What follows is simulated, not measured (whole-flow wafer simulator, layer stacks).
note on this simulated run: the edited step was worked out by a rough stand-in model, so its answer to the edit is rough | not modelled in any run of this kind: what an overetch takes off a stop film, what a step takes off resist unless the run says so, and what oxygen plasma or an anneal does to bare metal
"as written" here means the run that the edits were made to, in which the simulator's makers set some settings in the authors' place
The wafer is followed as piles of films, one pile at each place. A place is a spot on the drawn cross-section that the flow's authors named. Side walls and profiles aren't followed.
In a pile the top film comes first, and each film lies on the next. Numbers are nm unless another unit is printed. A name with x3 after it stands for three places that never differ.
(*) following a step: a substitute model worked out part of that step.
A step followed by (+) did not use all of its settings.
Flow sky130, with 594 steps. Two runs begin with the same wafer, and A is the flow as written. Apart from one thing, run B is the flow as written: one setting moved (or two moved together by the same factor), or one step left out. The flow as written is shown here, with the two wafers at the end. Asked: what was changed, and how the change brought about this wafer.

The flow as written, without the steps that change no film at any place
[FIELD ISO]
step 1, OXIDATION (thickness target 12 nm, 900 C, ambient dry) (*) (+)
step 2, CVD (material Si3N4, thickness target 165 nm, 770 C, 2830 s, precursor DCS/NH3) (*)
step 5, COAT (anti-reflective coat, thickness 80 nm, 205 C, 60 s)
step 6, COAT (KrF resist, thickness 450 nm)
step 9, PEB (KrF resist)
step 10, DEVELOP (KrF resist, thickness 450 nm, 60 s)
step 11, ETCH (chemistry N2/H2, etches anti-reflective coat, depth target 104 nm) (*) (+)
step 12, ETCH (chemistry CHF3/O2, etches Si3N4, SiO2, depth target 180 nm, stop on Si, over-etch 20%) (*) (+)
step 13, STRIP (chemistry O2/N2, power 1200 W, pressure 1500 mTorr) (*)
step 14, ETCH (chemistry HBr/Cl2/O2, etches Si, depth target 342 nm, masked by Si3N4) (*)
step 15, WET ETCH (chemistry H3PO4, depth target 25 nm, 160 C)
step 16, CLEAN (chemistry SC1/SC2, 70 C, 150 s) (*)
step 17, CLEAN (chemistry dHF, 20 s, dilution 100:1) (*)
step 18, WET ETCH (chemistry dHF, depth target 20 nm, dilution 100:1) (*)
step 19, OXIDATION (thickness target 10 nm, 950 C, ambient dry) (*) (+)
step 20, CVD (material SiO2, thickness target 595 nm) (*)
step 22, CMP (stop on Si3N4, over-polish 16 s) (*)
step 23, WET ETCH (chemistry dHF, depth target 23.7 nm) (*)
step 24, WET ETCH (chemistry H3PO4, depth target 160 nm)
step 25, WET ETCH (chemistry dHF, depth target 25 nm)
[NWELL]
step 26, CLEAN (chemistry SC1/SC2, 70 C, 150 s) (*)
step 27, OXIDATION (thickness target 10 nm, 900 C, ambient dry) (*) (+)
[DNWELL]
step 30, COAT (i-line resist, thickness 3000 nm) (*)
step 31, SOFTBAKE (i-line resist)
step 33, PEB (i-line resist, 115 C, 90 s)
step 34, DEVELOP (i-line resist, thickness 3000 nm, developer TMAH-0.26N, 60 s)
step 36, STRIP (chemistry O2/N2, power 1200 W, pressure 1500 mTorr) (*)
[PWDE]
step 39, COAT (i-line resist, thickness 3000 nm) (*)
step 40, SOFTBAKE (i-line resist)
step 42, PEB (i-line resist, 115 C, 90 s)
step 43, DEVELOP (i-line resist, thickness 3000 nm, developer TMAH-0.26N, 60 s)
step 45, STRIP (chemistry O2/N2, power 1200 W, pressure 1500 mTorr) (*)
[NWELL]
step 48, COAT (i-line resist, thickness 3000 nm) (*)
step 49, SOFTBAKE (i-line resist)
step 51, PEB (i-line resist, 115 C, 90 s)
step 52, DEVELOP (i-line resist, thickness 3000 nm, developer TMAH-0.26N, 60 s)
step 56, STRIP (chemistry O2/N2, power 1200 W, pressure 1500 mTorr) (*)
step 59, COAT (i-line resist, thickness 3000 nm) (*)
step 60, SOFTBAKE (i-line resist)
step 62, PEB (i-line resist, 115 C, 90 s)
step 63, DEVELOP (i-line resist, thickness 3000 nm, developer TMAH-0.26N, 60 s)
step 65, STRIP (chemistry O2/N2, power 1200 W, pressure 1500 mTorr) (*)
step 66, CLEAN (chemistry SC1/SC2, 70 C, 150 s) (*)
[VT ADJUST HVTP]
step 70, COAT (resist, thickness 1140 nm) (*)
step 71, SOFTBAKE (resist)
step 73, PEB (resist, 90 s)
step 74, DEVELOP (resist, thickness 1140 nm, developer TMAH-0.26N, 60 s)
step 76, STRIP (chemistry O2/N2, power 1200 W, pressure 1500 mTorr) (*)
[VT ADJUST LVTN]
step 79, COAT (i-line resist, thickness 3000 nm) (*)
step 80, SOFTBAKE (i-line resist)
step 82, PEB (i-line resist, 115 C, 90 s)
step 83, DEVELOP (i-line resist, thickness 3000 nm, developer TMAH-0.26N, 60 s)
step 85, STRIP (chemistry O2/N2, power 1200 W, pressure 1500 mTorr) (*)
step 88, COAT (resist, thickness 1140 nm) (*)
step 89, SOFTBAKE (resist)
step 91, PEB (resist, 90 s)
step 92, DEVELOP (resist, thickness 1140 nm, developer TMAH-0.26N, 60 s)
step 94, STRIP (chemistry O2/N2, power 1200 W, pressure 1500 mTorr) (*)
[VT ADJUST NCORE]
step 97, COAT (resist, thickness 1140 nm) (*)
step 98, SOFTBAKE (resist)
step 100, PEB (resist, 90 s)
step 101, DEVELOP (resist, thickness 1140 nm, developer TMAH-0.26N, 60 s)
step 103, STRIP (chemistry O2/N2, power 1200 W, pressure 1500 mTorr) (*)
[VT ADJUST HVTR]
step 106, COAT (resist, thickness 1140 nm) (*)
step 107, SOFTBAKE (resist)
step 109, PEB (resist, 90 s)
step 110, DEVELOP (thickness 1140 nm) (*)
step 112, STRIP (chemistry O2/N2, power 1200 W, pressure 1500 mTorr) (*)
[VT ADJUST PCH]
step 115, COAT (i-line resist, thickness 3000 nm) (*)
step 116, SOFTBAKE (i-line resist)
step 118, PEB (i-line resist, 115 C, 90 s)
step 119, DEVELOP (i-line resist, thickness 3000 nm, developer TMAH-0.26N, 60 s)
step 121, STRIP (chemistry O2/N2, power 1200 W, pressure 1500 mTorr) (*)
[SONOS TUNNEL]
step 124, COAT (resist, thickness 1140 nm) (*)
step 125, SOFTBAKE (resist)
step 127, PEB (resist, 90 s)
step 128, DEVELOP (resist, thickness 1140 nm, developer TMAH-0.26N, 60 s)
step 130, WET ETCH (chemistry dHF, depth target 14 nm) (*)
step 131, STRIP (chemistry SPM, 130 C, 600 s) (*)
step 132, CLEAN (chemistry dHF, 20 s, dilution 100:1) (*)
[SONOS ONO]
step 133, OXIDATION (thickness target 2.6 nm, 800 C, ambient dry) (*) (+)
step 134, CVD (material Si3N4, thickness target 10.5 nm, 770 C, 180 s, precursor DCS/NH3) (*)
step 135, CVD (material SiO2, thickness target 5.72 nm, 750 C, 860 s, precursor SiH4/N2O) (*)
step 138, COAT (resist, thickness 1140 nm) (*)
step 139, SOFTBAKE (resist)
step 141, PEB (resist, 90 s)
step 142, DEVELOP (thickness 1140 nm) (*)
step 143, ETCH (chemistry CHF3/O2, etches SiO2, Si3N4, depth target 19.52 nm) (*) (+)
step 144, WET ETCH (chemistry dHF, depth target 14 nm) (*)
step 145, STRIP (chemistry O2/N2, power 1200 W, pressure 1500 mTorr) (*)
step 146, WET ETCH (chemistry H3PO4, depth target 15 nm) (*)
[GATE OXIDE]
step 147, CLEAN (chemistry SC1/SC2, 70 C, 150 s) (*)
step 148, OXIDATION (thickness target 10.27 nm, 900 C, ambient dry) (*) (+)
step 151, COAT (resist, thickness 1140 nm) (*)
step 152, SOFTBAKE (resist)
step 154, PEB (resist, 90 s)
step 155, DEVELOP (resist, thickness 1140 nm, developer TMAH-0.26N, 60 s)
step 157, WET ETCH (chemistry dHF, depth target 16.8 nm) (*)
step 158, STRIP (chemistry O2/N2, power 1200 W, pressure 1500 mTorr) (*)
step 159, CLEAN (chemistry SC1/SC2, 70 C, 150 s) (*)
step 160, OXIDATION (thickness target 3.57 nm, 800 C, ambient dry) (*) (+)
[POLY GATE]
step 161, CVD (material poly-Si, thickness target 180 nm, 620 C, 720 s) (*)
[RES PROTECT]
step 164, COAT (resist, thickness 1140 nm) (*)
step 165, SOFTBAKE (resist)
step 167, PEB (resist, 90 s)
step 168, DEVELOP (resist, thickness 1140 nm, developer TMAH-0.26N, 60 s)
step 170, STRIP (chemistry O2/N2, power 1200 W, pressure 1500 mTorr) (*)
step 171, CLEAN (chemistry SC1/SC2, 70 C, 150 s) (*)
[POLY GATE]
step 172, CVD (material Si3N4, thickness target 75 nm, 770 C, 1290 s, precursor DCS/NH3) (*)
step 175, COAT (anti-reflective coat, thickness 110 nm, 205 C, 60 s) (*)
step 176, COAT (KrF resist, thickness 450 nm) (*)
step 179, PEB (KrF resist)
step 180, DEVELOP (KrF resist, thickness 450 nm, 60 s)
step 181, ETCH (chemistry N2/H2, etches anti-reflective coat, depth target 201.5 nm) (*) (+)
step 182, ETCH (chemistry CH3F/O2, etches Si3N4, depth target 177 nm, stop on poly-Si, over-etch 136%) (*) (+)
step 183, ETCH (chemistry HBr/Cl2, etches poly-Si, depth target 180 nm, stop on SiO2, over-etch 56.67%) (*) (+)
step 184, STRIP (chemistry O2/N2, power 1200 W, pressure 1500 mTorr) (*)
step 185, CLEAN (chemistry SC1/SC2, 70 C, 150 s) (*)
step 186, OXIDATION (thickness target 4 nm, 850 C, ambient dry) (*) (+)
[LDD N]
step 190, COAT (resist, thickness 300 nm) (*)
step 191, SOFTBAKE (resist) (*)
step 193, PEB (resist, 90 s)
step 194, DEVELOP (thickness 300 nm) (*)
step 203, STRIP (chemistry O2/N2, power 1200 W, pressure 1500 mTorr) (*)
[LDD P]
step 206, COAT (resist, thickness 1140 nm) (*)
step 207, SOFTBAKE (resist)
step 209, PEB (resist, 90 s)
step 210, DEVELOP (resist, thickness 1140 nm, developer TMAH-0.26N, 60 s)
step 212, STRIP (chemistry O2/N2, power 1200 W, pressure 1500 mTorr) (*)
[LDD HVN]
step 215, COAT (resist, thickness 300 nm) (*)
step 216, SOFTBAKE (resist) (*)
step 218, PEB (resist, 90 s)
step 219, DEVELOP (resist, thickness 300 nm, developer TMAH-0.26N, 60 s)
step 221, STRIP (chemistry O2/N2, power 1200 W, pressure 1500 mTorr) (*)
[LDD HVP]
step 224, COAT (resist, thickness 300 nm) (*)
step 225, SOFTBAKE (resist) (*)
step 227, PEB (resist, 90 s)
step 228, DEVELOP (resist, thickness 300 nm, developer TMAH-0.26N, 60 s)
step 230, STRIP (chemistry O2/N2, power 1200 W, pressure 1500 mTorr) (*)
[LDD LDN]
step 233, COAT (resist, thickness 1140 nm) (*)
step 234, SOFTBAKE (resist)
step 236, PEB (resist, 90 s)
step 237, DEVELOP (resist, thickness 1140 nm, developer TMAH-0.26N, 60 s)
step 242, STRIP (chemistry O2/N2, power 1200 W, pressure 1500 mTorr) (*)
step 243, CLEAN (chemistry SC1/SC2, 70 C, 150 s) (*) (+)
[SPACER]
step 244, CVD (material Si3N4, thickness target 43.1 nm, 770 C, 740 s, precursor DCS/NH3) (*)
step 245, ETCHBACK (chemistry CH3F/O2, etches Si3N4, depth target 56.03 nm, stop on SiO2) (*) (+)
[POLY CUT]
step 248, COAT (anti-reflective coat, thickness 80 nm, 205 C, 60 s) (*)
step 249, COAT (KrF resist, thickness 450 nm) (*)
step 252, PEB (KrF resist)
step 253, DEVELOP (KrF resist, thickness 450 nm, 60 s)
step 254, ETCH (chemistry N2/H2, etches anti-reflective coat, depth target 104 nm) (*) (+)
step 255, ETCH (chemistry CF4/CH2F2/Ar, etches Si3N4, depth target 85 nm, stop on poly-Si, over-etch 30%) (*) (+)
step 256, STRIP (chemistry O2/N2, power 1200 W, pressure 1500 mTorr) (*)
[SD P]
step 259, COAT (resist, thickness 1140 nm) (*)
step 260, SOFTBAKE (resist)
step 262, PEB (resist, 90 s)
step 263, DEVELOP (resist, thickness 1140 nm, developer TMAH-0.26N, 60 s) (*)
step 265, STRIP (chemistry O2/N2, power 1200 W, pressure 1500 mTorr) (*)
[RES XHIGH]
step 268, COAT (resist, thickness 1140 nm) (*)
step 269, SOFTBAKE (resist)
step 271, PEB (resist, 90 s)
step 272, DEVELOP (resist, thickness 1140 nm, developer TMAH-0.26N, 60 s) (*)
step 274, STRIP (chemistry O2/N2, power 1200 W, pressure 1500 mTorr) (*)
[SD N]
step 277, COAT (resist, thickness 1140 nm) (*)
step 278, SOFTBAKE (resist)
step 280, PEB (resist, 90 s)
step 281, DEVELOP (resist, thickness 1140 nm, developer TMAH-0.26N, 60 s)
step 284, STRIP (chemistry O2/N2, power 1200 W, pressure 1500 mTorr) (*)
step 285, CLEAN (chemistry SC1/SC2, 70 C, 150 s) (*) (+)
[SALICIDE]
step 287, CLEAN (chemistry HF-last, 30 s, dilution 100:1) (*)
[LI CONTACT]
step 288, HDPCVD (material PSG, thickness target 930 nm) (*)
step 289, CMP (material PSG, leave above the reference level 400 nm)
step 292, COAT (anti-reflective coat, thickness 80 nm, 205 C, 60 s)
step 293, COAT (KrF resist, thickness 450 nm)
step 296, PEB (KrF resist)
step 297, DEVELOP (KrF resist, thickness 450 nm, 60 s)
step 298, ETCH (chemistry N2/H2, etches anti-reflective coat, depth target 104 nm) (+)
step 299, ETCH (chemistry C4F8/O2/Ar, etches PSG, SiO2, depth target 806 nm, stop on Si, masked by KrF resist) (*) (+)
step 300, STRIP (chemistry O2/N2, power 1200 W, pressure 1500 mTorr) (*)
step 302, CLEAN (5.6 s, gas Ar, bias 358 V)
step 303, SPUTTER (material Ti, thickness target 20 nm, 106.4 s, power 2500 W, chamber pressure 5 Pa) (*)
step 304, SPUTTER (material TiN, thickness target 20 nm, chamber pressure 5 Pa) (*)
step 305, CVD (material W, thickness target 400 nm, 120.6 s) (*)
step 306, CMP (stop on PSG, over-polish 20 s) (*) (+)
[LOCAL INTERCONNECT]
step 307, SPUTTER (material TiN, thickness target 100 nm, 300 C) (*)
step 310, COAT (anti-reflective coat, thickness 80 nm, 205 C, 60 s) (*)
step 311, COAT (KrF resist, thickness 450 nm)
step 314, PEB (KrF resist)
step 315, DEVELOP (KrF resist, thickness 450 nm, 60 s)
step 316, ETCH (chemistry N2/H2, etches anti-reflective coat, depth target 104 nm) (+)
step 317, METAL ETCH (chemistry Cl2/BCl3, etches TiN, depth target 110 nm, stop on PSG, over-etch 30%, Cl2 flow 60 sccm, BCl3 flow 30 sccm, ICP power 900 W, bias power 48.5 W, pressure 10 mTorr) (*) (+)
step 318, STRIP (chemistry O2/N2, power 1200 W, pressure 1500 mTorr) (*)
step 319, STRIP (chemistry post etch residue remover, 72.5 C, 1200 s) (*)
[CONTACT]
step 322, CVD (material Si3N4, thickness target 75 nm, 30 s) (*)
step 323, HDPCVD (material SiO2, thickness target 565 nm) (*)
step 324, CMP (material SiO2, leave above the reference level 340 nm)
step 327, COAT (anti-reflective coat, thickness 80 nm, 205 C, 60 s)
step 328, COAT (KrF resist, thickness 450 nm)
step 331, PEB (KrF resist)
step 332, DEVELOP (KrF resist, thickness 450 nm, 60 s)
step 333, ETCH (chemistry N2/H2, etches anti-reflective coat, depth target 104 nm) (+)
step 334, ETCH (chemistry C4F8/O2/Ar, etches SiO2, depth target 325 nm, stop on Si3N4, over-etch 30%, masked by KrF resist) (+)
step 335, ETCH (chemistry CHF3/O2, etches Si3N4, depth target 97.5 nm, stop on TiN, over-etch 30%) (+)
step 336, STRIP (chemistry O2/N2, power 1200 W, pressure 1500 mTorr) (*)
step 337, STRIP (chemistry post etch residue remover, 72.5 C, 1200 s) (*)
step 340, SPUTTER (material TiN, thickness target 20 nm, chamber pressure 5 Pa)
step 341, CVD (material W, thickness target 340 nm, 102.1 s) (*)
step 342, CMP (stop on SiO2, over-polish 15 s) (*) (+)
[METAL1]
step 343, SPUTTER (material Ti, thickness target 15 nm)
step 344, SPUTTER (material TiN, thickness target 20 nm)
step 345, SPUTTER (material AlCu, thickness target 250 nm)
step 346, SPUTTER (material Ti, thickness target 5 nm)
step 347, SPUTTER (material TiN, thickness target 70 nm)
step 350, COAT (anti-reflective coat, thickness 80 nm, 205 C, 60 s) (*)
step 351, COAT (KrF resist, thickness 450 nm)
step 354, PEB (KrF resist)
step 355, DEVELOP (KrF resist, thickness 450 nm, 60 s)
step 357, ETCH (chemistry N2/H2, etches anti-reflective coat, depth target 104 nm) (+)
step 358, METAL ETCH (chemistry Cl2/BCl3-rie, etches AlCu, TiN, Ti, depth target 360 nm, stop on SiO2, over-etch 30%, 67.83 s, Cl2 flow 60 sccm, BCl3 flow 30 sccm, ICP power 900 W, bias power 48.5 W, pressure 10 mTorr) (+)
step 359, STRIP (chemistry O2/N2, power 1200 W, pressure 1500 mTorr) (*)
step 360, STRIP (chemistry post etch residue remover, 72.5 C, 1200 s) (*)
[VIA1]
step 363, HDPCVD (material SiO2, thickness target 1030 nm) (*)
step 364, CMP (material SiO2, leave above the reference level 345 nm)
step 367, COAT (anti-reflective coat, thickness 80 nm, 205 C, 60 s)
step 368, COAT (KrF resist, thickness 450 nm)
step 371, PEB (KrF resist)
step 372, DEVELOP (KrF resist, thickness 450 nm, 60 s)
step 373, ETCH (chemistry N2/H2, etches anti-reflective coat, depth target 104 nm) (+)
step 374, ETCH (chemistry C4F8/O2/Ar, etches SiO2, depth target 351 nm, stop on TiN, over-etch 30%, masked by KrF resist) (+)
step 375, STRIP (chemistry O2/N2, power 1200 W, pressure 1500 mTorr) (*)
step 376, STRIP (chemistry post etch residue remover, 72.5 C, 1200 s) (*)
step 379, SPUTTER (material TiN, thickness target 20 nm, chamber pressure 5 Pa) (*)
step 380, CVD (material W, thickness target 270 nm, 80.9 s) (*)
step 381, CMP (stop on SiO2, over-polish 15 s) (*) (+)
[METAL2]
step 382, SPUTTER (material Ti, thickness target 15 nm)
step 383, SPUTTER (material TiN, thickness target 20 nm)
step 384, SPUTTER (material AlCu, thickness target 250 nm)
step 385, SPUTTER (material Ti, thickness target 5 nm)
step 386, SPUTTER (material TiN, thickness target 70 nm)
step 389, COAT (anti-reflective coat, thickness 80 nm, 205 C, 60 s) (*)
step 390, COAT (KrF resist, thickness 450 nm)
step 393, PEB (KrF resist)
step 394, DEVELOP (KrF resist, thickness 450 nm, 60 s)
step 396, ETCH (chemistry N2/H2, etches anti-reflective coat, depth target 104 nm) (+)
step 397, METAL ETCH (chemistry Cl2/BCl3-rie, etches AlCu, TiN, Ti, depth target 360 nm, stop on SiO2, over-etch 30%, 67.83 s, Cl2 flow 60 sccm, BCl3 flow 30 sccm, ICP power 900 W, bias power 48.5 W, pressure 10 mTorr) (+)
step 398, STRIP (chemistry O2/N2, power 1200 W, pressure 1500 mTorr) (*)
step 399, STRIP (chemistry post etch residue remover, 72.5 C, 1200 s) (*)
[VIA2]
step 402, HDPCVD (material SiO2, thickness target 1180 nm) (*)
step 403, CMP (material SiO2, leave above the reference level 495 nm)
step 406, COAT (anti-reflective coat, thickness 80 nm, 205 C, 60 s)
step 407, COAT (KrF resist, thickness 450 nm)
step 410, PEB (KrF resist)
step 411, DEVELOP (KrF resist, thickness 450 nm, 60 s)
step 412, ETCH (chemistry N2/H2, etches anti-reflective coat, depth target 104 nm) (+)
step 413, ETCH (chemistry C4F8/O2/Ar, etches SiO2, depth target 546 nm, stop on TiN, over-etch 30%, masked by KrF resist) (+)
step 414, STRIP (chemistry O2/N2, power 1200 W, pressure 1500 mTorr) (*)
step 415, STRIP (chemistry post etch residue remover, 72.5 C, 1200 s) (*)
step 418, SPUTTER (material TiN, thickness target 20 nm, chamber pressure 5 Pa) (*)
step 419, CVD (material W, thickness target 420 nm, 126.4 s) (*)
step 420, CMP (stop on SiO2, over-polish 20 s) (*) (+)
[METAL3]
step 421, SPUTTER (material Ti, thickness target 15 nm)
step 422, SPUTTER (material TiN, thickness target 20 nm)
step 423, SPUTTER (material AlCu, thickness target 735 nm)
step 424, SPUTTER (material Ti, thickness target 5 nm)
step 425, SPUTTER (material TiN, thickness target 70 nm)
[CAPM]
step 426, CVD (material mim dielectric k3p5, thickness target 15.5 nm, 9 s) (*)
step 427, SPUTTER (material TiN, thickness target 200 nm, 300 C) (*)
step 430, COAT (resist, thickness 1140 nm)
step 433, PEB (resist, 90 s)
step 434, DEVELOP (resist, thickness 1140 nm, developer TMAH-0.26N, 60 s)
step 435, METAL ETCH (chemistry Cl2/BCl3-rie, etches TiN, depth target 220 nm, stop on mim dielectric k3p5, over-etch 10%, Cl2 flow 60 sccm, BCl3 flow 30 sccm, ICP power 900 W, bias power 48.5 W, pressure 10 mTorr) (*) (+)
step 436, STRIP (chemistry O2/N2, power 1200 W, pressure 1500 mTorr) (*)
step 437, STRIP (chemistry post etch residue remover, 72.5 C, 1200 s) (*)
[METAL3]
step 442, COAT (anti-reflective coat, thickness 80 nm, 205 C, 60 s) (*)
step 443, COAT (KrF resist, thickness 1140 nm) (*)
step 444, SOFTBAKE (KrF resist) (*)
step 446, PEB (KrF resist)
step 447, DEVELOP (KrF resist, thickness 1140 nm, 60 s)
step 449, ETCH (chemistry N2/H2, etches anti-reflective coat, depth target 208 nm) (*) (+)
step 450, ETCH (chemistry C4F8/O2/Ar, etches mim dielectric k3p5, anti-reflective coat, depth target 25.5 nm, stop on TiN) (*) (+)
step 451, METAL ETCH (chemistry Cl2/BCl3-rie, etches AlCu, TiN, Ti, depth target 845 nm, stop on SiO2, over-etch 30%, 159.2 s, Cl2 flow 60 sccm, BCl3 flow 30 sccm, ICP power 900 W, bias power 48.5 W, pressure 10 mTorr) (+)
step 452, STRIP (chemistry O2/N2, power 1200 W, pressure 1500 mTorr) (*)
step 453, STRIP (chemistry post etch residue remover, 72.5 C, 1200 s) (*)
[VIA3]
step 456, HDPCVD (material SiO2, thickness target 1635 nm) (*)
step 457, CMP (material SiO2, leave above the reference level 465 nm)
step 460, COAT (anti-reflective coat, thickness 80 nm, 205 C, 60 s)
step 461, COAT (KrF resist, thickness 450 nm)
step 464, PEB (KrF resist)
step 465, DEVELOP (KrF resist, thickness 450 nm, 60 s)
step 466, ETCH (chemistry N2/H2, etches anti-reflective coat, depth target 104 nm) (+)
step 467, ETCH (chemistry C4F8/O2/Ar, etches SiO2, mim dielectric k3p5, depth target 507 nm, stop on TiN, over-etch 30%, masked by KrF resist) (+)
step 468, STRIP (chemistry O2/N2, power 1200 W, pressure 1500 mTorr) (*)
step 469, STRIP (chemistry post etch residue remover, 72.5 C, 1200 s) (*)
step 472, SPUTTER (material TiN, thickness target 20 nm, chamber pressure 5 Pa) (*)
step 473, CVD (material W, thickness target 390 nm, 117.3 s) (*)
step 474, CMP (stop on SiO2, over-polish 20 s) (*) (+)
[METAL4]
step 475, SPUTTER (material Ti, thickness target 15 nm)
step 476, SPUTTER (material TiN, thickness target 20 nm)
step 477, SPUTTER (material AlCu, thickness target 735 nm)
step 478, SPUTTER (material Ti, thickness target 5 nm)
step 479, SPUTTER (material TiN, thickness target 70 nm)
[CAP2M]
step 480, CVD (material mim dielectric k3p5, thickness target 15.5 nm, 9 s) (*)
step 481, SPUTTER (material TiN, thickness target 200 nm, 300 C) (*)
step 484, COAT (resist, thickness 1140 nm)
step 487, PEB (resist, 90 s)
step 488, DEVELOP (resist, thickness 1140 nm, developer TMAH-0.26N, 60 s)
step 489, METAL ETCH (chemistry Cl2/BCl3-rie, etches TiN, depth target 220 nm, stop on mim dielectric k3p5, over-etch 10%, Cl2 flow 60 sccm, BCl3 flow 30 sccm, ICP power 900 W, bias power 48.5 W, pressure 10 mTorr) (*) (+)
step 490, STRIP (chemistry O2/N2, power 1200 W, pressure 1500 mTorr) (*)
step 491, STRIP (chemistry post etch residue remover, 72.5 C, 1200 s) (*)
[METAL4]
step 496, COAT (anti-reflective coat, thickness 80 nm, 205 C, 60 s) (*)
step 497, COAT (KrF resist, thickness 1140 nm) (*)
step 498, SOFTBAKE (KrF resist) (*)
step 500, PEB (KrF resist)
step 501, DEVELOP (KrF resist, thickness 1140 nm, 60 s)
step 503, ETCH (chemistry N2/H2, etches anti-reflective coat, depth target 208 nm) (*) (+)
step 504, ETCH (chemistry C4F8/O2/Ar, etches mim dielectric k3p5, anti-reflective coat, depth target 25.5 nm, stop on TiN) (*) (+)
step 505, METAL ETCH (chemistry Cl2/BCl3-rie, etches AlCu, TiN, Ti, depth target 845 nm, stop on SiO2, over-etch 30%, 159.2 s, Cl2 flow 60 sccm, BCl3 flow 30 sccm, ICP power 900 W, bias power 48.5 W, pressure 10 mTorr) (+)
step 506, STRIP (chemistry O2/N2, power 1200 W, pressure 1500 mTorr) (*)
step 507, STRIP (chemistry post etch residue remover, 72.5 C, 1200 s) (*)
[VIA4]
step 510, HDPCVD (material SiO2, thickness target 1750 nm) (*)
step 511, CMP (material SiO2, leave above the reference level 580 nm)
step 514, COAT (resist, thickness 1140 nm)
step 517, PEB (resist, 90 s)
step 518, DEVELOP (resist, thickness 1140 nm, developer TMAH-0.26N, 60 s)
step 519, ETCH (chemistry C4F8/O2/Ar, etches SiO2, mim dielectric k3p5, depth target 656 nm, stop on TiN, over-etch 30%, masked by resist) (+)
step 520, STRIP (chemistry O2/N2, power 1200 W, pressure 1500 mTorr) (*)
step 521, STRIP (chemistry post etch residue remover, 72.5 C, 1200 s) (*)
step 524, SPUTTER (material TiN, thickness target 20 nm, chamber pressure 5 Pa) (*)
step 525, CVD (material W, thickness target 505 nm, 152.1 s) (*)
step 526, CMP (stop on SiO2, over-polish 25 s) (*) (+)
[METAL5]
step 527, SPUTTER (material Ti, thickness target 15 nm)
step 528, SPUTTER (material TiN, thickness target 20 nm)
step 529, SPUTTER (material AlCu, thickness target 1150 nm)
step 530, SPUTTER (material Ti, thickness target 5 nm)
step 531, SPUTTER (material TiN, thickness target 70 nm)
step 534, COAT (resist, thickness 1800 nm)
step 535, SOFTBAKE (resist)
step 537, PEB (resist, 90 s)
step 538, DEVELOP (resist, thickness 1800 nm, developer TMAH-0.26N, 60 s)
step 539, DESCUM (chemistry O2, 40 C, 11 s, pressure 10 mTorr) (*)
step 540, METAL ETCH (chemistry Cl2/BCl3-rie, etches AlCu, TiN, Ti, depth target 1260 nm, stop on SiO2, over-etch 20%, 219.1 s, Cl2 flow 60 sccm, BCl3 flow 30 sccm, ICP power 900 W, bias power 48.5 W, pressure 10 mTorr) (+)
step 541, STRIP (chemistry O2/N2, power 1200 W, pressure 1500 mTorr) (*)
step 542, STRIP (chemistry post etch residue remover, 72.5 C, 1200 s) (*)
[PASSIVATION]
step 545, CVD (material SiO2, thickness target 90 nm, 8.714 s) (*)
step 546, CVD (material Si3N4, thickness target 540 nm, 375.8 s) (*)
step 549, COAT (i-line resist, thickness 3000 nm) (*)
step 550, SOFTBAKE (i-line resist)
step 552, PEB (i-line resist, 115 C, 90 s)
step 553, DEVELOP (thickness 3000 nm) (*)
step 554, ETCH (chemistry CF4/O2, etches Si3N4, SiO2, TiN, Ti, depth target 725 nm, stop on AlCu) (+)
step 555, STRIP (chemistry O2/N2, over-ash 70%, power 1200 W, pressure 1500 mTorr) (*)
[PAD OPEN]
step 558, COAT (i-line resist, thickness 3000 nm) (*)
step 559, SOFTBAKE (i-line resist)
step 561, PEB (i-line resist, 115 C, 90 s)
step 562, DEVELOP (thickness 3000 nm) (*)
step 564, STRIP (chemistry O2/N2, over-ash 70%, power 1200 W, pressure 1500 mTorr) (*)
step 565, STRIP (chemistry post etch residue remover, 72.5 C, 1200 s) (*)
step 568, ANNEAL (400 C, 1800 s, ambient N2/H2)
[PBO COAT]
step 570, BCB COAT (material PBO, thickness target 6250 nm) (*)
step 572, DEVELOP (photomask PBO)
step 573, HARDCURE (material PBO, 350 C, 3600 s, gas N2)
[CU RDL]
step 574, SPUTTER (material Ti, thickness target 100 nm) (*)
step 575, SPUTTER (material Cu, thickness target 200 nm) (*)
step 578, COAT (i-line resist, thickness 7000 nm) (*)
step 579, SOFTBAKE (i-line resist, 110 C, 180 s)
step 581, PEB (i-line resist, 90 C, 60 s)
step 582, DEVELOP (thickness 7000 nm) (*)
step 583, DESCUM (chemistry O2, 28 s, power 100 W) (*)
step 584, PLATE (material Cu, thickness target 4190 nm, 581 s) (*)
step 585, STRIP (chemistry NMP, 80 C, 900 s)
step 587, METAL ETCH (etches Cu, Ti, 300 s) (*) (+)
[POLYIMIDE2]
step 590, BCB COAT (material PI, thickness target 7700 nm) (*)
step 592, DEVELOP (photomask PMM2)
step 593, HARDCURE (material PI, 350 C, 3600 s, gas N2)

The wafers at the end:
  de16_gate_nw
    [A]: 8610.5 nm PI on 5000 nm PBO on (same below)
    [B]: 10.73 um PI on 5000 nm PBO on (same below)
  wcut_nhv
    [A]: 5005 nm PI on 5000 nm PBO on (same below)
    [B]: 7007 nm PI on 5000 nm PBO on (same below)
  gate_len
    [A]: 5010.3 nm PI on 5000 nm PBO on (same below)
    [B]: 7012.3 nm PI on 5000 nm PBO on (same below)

The reason: step 590, BCB COAT: thickness target 10780 nm was run, though the flow has thickness target 7700 nm.

How this came from the change, step by step:
  step 590, BCB COAT (material PI, thickness target 7700 nm) (*)
      dice_street, wcut_nhv, wcut_phv and 14 more: A +7700 PI (new film) | B +10.78 um PI (new film)
      mim_edge_plate_strap, mim_edge_plate, mim_edge_gap, mim_edge_gap_sheet: A +7702.7 PI (new film) | B +10.78 um PI (new film)
      (and at 172 other places as well)
  step 592, DEVELOP (photomask PMM2)
      pad: A -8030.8 PI (all of it) | B -11.11 um PI (all of it)
  step 593, HARDCURE (material PI, 350 C, 3600 s, gas N2)
      dice_street, wcut_nhv, wcut_phv and 15 more: A -2695 PI | B -3773 PI
      gate_p_lg05, gate_p_lg10, gate_len, gate_lvt_sd_len, gate_p_sd_len, gate_p_hvt_sd_len, gate_p_lvt_sd_len, gate_len_250: A -2695.1 PI | B -3773.1 PI
      (and at 166 other places as well)
